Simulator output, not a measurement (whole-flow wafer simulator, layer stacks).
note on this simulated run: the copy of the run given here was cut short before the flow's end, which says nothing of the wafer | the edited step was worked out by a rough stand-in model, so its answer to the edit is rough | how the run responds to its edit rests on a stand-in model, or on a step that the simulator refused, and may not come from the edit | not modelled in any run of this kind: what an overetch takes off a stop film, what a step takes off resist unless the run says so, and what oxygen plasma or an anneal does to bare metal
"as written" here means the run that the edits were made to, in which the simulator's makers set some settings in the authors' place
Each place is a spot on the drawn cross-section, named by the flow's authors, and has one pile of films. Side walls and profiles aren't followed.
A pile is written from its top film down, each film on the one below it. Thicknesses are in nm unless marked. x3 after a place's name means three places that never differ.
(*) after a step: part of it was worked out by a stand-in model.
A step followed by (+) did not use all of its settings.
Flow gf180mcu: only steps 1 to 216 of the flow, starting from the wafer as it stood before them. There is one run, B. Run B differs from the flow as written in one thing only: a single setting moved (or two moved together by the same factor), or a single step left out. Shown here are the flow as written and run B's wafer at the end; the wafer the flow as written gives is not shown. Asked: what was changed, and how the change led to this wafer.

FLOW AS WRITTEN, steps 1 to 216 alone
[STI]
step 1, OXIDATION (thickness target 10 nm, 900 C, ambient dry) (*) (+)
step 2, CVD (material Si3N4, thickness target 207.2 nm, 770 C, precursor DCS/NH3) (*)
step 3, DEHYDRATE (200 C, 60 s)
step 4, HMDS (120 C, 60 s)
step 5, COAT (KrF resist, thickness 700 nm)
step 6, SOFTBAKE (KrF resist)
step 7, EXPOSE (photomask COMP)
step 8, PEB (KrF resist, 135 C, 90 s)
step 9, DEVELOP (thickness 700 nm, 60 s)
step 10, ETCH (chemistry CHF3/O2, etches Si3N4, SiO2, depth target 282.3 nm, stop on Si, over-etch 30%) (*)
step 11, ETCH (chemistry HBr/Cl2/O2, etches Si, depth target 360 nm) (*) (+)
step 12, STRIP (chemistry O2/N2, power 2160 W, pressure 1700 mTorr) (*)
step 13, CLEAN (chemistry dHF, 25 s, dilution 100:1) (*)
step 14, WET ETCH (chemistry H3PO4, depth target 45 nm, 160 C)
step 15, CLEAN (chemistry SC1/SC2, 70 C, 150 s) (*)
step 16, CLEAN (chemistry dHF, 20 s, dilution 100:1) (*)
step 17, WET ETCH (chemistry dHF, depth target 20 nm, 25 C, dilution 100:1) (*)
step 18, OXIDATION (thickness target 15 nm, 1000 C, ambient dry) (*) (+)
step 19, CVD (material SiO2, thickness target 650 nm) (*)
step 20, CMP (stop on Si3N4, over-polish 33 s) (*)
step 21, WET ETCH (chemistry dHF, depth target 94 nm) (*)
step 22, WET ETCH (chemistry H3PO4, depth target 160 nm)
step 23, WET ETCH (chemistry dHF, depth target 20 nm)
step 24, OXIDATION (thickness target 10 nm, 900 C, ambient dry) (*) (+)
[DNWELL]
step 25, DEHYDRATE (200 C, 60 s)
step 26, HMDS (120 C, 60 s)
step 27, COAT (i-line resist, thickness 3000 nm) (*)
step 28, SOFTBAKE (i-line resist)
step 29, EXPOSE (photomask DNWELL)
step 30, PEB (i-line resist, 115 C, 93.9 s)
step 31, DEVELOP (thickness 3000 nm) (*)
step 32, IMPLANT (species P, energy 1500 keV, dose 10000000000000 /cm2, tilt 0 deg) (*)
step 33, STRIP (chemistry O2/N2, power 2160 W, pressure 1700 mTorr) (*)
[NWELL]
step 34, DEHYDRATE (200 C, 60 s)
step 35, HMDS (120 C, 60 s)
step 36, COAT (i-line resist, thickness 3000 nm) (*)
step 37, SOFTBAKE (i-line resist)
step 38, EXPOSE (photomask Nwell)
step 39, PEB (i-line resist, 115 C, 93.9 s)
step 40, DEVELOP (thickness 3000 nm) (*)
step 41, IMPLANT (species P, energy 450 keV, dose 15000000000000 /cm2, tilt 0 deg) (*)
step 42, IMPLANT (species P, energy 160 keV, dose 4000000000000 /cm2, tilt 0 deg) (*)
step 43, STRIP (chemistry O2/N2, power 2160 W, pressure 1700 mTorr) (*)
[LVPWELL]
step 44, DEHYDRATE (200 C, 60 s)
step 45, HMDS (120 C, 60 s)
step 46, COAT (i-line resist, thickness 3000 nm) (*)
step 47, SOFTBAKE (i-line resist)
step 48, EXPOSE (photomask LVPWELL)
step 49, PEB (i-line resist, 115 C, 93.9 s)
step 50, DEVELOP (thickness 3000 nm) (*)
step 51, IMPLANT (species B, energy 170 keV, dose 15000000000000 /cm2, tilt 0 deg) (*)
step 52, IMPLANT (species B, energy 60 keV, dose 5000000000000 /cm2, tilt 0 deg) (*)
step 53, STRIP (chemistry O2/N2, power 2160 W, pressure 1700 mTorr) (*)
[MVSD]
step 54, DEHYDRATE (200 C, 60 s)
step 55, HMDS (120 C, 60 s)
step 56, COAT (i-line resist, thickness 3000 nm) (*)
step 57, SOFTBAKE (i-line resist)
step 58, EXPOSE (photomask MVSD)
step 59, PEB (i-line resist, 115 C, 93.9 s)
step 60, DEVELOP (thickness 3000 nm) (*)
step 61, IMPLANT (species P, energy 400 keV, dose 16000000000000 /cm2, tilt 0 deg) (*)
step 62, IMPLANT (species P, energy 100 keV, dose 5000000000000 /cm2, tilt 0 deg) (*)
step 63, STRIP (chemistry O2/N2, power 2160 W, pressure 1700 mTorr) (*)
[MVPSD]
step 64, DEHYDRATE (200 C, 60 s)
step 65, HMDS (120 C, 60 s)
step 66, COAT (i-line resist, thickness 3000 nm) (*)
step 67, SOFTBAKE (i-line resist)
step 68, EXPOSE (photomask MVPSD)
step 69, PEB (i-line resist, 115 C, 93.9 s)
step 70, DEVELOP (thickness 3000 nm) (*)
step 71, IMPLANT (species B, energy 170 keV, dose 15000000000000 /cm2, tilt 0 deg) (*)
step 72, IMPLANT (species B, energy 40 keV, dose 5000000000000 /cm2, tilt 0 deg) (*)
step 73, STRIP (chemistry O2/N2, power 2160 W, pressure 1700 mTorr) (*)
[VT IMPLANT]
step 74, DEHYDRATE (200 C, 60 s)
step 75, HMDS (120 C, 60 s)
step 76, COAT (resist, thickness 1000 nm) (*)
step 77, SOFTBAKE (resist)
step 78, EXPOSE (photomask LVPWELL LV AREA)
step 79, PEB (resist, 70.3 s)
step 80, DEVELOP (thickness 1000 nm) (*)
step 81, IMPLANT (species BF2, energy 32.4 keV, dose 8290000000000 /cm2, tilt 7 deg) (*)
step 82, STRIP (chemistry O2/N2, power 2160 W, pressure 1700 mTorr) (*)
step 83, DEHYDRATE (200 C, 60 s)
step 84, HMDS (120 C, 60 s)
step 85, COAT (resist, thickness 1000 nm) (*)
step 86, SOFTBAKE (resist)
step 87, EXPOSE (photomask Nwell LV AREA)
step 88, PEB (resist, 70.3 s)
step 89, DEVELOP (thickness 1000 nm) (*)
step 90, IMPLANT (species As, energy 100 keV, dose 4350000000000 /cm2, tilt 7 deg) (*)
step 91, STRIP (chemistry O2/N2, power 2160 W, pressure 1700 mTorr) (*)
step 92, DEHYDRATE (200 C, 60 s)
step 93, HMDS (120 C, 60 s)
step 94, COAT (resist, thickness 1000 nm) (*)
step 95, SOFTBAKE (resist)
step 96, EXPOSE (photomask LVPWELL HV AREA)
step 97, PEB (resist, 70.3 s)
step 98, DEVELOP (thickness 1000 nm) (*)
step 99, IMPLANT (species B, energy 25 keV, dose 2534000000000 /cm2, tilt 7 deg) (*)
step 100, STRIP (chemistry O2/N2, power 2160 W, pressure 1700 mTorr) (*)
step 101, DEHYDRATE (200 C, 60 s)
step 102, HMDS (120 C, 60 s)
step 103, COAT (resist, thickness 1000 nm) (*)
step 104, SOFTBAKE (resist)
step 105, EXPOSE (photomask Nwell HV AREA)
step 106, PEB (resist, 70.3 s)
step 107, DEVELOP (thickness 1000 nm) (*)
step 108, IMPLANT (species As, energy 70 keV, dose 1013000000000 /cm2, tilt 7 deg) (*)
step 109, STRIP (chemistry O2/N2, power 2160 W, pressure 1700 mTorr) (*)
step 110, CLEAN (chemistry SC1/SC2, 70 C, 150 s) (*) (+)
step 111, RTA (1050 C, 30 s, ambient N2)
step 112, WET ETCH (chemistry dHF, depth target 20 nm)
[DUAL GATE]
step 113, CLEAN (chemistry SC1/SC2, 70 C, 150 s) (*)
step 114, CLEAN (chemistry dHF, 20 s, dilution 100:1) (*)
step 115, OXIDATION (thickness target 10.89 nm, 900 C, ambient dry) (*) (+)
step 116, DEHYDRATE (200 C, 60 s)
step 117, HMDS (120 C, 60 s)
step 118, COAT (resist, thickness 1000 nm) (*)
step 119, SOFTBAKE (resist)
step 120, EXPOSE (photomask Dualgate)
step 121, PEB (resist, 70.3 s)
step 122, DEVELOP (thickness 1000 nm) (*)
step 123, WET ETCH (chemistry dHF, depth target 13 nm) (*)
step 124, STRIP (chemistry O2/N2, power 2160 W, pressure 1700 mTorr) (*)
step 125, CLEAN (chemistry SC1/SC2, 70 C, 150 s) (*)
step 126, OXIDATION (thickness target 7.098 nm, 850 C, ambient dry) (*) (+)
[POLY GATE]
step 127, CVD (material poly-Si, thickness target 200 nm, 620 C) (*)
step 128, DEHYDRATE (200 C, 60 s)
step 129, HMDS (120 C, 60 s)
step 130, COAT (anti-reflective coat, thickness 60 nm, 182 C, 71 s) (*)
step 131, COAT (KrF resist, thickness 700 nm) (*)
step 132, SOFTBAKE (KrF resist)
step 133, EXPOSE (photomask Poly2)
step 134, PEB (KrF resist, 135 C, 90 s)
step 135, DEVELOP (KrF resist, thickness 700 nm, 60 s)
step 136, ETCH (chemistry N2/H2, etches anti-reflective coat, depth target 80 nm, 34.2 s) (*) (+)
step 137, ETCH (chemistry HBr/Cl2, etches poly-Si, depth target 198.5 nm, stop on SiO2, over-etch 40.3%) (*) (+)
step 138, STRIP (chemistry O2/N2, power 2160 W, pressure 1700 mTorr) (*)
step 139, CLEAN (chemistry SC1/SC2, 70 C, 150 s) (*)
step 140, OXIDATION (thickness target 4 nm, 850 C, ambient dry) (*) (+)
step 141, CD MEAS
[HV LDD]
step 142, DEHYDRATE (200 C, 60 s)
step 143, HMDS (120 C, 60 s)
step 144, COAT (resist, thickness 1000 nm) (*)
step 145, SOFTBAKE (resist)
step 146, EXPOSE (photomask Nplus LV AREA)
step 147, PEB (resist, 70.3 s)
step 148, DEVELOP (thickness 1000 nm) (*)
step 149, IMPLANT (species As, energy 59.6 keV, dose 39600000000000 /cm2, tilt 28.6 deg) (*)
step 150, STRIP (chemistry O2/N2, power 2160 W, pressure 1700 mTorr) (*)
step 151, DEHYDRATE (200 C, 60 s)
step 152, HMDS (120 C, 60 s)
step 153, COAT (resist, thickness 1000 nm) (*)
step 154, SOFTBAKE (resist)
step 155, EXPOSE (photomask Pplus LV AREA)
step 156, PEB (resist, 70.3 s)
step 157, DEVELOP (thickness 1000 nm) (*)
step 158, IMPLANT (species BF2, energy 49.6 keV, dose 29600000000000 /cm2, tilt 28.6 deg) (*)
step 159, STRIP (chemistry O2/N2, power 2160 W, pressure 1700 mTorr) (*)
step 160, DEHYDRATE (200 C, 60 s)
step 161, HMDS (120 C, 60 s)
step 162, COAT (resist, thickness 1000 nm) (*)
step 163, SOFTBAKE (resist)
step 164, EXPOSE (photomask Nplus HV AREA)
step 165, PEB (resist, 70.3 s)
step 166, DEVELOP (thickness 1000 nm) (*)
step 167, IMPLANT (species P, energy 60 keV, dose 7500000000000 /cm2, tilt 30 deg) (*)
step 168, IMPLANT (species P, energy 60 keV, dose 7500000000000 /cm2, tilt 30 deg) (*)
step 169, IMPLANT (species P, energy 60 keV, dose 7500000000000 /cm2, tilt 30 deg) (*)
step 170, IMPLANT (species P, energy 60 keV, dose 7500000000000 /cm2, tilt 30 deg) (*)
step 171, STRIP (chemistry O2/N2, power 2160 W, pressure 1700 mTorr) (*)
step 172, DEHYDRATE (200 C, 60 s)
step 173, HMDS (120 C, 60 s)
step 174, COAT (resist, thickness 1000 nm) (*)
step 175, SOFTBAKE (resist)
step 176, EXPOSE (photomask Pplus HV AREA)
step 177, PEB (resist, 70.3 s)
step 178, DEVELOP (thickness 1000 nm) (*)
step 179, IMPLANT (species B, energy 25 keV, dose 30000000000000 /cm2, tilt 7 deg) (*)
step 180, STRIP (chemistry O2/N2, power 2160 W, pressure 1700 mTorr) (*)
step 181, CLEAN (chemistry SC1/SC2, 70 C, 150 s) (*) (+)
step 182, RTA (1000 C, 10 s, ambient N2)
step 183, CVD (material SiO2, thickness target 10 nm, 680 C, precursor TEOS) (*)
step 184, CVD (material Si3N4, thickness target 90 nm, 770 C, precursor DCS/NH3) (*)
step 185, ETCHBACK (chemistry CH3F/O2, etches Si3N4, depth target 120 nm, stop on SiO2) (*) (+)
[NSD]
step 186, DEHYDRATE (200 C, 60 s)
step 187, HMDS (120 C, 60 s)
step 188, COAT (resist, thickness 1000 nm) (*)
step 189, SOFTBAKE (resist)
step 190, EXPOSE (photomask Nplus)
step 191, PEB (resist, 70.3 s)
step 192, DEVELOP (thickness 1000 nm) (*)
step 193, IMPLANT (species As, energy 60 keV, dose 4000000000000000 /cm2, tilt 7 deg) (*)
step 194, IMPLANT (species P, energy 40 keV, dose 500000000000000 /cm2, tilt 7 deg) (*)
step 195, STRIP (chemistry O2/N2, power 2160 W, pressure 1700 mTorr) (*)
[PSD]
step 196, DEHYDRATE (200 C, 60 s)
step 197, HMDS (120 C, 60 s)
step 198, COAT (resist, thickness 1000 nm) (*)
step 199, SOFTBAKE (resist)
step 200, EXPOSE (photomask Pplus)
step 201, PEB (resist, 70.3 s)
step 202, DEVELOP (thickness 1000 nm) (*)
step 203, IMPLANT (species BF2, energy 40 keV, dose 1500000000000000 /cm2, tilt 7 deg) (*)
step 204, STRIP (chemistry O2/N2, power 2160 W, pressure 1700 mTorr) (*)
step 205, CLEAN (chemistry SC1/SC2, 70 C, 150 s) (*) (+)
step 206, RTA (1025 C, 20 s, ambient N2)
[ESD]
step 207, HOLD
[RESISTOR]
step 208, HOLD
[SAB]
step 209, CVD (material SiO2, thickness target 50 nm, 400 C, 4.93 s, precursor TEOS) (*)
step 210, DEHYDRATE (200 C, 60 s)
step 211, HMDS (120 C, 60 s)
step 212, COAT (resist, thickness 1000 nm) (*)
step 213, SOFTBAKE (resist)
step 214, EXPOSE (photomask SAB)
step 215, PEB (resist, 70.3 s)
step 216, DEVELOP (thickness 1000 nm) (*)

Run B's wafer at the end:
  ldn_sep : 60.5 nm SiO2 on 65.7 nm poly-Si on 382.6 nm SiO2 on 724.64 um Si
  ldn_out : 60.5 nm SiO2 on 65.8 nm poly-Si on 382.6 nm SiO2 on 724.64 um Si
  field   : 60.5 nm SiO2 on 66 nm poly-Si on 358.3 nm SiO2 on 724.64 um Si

The reason: step 137, ETCH: depth target 93.3 nm was run, though the flow has depth target 198.5 nm.

How this came from the change, step by step:
  step 137, ETCH (chemistry HBr/Cl2, etches poly-Si, depth target 198.5 nm, stop on SiO2, over-etch 40.3%) (*) (+)
      field__w3, field__w12, field_sub and 14 more: poly-Si loses 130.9 (it would be, as written: poly-Si loses 199 (all of it), SiO2 loses 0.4)
      field__w6, sti, m1 and 11 more: poly-Si loses 130.9 (it would be, as written: poly-Si loses 198.8 (all of it), SiO2 loses 0.4)
      (also at 61 further places)
  step 138, STRIP (chemistry O2/N2, power 2160 W, pressure 1700 mTorr) (*)
      field, field__w1, field__w2 and 61 more: chemical SiO2 gains 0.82 (new film), poly-Si loses 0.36 (it would be, as written: nothing)
      gate: chemical SiO2 gains 0.67 (new film), KrF resist loses 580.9 (all of it), anti-reflective coat loses 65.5 (all of it), poly-Si loses 0.3 (it would be, as written: chemical SiO2 gains 0.68 (new film), KrF resist loses 531.7 (all of it), anti-reflective coat loses 65.5 (all of it), poly-Si loses 0.3)
      (also at 27 further places)
  step 139, CLEAN (chemistry SC1/SC2, 70 C, 150 s) (*)
      field, field__w1, field__w2 and 34 more: chemical SiO2 loses 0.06, poly-Si loses 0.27 (it would be, as written: SiO2 loses 0.68)
  step 140, OXIDATION (thickness target 4 nm, 850 C, ambient dry) (*) (+)
      field, field__w1, field__w2 and 21 more: SiO2 gains 4 (new film), chemical SiO2 loses 0.76 (all of it), poly-Si loses 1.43 (it would be, as written: SiO2 gains 0.15, Si loses 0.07)
      active_hv, active_nat, ld_sd_n and 11 more: SiO2 gains 4 (new film), chemical SiO2 loses 0.76 (all of it), poly-Si loses 1.43 (it would be, as written: SiO2 gains 0.96, Si loses 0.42)
      (also at 26 further places)
  step 144, COAT (resist, thickness 1000 nm) (*)
      polyc_n, polyc_p: resist gains 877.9 (new film) (it would be, as written: resist gains 817.8 (new film))
      gate: resist gains 896.7 (new film) (it would be, as written: resist gains 837.3 (new film))
      (also at 27 further places)
  step 145, SOFTBAKE (resist)
      nw_enc_fld_lv__w3: resist loses 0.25 (it would be, as written: resist gains 2.63)
      field__w1: resist gains 2.47 (it would be, as written: resist gains 4.19)
      (also at 67 further places)
  step 147, PEB (resist, 70.3 s)
      gate, gate_hv, gate_p_hv, npoly_u: resist loses 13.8 (it would be, as written: resist loses 12.7)
      ld_gate_n, ld_acc_n, ld_gate_p, ld_acc_p: resist loses 14.1 (it would be, as written: resist loses 13.2)
      (also at 23 further places)
  step 148, DEVELOP (thickness 1000 nm) (*)
      gate: resist loses 882 (all of it) (it would be, as written: resist loses 822.7 (all of it))
      npoly_u: resist loses 878.7 (all of it) (it would be, as written: resist loses 821.5 (all of it))
      (also at 3 further places)
  step 150, STRIP (chemistry O2/N2, power 2160 W, pressure 1700 mTorr) (*)
      gate_hv: resist loses 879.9 (all of it) (it would be, as written: resist loses 824.2 (all of it))
      gate_p: resist loses 885.9 (all of it) (it would be, as written: resist loses 828.7 (all of it))
      (also at 23 further places)
  step 153, COAT (resist, thickness 1000 nm) (*)
      polyc_n, polyc_p: resist gains 877.9 (new film) (it would be, as written: resist gains 817.8 (new film))
      gate: resist gains 896.7 (new film) (it would be, as written: resist gains 837.3 (new film))
      (also at 27 further places)
  step 154, SOFTBAKE (resist)
      nw_enc_fld_lv__w3: resist loses 0.25 (it would be, as written: resist gains 2.63)
      field__w1: resist gains 2.47 (it would be, as written: resist gains 4.19)
      (also at 67 further places)
  step 156, PEB (resist, 70.3 s)
      gate, gate_hv, gate_p_hv, npoly_u: resist loses 13.8 (it would be, as written: resist loses 12.7)
      ld_gate_n, ld_acc_n, ld_gate_p, ld_acc_p: resist loses 14.1 (it would be, as written: resist loses 13.2)
      (also at 23 further places)
  step 157, DEVELOP (thickness 1000 nm) (*)
      gate_p: resist loses 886 (all of it) (it would be, as written: resist loses 828.7 (all of it))
      ppoly_u: resist loses 882.2 (all of it) (it would be, as written: resist loses 827 (all of it))
      (also at 3 further places)
  step 159, STRIP (chemistry O2/N2, power 2160 W, pressure 1700 mTorr) (*)
      gate: resist loses 882 (all of it) (it would be, as written: resist loses 822.7 (all of it))
      gate_hv: resist loses 879.9 (all of it) (it would be, as written: resist loses 824.2 (all of it))
      (also at 23 further places)
  step 162, COAT (resist, thickness 1000 nm) (*)
      polyc_n, polyc_p: resist gains 877.9 (new film) (it would be, as written: resist gains 817.8 (new film))
      gate: resist gains 896.7 (new film) (it would be, as written: resist gains 837.3 (new film))
      (also at 27 further places)
  step 163, SOFTBAKE (resist)
      nw_enc_fld_lv__w3: resist loses 0.25 (it would be, as written: resist gains 2.63)
      field__w1: resist gains 2.47 (it would be, as written: resist gains 4.19)
      (also at 67 further places)
  ... 22 further steps ...
  step 216, DEVELOP (thickness 1000 nm) (*)
      field__w2: resist loses 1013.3 (all of it) (it would be, as written: resist loses 1035.2 (all of it))
      field__w3: resist loses 1027.6 (all of it) (it would be, as written: resist loses 1049.4 (all of it))
      (also at 41 further places)
